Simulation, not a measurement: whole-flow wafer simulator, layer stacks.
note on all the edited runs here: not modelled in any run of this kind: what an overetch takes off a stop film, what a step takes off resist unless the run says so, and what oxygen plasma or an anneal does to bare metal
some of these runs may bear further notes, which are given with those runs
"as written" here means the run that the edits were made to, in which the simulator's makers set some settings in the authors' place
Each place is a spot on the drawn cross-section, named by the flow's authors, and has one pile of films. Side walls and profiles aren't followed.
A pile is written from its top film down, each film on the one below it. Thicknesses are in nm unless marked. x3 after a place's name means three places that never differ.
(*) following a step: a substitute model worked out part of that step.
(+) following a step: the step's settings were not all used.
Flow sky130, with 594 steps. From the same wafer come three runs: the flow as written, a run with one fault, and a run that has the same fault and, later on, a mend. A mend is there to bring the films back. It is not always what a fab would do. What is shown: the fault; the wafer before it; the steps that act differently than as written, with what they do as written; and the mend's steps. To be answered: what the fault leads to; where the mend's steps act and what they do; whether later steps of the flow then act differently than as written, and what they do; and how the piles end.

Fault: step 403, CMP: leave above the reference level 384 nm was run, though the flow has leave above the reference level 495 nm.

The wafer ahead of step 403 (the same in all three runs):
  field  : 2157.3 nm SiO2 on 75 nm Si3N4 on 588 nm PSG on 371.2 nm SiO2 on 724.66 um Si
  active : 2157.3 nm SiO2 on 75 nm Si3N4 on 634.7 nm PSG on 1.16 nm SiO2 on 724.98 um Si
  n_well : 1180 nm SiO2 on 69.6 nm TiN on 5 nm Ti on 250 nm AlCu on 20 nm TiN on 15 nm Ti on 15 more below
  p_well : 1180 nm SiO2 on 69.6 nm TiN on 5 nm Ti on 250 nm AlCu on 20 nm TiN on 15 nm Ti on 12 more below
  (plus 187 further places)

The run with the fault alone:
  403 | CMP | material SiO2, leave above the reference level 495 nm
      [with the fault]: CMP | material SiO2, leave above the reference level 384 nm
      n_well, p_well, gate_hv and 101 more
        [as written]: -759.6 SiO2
        [with the fault]: -870.6 SiO2
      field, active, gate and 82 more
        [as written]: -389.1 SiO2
        [with the fault]: -500.1 SiO2
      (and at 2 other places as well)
  Steps further on in the flow that do not act as written:
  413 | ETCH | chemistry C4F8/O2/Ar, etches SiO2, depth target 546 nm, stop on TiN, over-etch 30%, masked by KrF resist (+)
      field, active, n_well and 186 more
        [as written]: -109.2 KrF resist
        [with the fault]: -80.4 KrF resist
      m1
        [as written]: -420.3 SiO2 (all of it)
        [with the fault]: -309.3 SiO2 (all of it)
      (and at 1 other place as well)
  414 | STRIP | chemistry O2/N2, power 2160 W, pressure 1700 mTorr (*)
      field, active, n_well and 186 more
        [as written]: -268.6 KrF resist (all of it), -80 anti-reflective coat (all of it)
        [with the fault]: -297.4 KrF resist (all of it), -80 anti-reflective coat (all of it)
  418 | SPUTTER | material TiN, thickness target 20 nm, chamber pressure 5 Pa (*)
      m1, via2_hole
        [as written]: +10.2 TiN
        [with the fault]: +11.7 TiN
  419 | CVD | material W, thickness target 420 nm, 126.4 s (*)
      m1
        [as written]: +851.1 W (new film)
        [with the fault]: +738.6 W (new film)
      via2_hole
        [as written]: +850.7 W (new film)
        [with the fault]: +738.1 W (new film)
  By the end, the piles at field, active, n_well and 190 more depart from the flow's by more than 2% or 0.5 nm, whichever is larger.
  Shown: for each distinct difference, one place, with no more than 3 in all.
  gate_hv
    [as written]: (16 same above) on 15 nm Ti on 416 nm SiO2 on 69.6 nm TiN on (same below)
    [with the fault]: (16 same above) on 15 nm Ti on 305 nm SiO2 on 69.6 nm TiN on (same below)
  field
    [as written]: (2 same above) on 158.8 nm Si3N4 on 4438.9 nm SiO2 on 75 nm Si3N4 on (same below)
    [with the fault]: (2 same above) on 158.8 nm Si3N4 on 4327.9 nm SiO2 on 75 nm Si3N4 on (same below)
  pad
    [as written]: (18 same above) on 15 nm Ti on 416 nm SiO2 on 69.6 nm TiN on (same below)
    [with the fault]: (18 same above) on 15 nm Ti on 305 nm SiO2 on 69.6 nm TiN on (same below)

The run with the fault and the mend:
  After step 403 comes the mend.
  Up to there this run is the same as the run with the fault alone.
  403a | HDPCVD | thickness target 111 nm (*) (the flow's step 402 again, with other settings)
      field, active, n_well and 188 more
        +111 SiO2
  None of the later steps of the flow differs from how it acts as written, at any place that is followed, by more than 2% or 0.5 nm, whichever is larger.
  The piles end the same as the flow's at every place that both follow.
